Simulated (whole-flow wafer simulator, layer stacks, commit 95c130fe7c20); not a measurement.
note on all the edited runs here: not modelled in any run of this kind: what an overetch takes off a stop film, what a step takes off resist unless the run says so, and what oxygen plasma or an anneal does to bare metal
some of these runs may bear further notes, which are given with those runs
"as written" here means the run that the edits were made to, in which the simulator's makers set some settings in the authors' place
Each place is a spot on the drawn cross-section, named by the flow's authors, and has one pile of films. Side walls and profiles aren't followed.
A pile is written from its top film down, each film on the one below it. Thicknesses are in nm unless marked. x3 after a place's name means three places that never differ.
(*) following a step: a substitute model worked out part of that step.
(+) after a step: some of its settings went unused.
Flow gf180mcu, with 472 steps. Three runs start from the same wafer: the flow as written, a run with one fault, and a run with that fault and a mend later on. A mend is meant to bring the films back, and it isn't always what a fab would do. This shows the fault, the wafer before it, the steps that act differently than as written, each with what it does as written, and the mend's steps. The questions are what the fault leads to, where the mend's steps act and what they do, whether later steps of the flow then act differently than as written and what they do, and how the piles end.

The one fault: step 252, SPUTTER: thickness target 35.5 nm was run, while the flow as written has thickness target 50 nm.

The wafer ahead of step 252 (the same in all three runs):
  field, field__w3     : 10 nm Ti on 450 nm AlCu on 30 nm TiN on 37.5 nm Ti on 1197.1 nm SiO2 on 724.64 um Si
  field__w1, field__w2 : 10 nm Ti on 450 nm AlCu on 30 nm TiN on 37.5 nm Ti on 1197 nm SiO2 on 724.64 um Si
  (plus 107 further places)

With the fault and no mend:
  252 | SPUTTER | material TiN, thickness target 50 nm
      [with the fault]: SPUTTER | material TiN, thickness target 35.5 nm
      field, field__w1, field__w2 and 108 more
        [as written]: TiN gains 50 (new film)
        [with the fault]: TiN gains 35.5 (new film)
  Steps further on in the flow that do not act as written (4 other steps are not shown; they differ only slightly, by no more than 2% or 0.5 nm, whichever is larger):
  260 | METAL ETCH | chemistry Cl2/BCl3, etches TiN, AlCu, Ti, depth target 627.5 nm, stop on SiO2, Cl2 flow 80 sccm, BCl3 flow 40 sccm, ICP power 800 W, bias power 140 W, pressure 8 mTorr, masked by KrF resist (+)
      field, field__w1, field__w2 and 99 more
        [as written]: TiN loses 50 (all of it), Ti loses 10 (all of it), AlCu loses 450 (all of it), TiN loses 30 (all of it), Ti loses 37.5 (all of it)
        [with the fault]: TiN loses 35.5 (all of it), Ti loses 10 (all of it), AlCu loses 450 (all of it), TiN loses 30 (all of it), Ti loses 37.5 (all of it)
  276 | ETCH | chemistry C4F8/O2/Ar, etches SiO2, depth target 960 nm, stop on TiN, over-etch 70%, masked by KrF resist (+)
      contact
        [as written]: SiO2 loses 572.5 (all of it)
        [with the fault]: SiO2 loses 587 (all of it)
  The piles end different from the flow's at field__w8, contact, m1 and 6 more by more than 2% or 0.5 nm, whichever is larger.
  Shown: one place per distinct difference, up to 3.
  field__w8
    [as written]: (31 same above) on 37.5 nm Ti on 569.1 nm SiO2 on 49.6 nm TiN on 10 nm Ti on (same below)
    [with the fault]: (31 same above) on 37.5 nm Ti on 583.6 nm SiO2 on 35.1 nm TiN on 10 nm Ti on (same below)
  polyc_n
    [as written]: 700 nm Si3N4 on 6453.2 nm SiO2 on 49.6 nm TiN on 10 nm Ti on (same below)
    [with the fault]: 700 nm Si3N4 on 6467.7 nm SiO2 on 35.1 nm TiN on 10 nm Ti on (same below)
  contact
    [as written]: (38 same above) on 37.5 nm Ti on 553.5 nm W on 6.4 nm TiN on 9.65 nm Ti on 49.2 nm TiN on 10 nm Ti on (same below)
    [with the fault]: (38 same above) on 37.5 nm Ti on 568.1 nm W on 6.35 nm TiN on 9.57 nm Ti on 34.7 nm TiN on 10 nm Ti on (same below)

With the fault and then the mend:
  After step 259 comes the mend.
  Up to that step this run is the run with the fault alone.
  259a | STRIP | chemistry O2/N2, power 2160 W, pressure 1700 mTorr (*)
      field__w8, contact, m1 and 6 more
        KrF resist loses 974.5 (all of it)
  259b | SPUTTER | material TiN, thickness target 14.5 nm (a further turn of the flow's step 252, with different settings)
      field, field__w1, field__w2 and 108 more
        TiN gains 14.5
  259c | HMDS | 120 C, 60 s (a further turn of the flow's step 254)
      leaves every film unchanged at each place that is followed
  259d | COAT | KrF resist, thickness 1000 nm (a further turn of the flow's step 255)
      field, field__w1, field__w2 and 108 more
        KrF resist gains 1000 (new film)
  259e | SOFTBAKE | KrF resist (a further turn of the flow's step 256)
      leaves every film unchanged at each place that is followed
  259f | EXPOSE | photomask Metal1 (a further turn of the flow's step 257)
      leaves every film unchanged at each place that is followed
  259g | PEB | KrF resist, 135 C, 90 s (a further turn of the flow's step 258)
      field, field__w1, field__w2 and 108 more
        KrF resist loses 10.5
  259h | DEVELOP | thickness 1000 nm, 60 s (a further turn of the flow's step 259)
      field, field__w1, field__w2 and 99 more
        KrF resist loses 989.5 (all of it)
      field__w8, contact, m1 and 6 more
        KrF resist loses 14.9
  None of the later steps of the flow acts differently than as written at any place that is followed.
  By the end, the piles equal the flow's at every place that both follow.
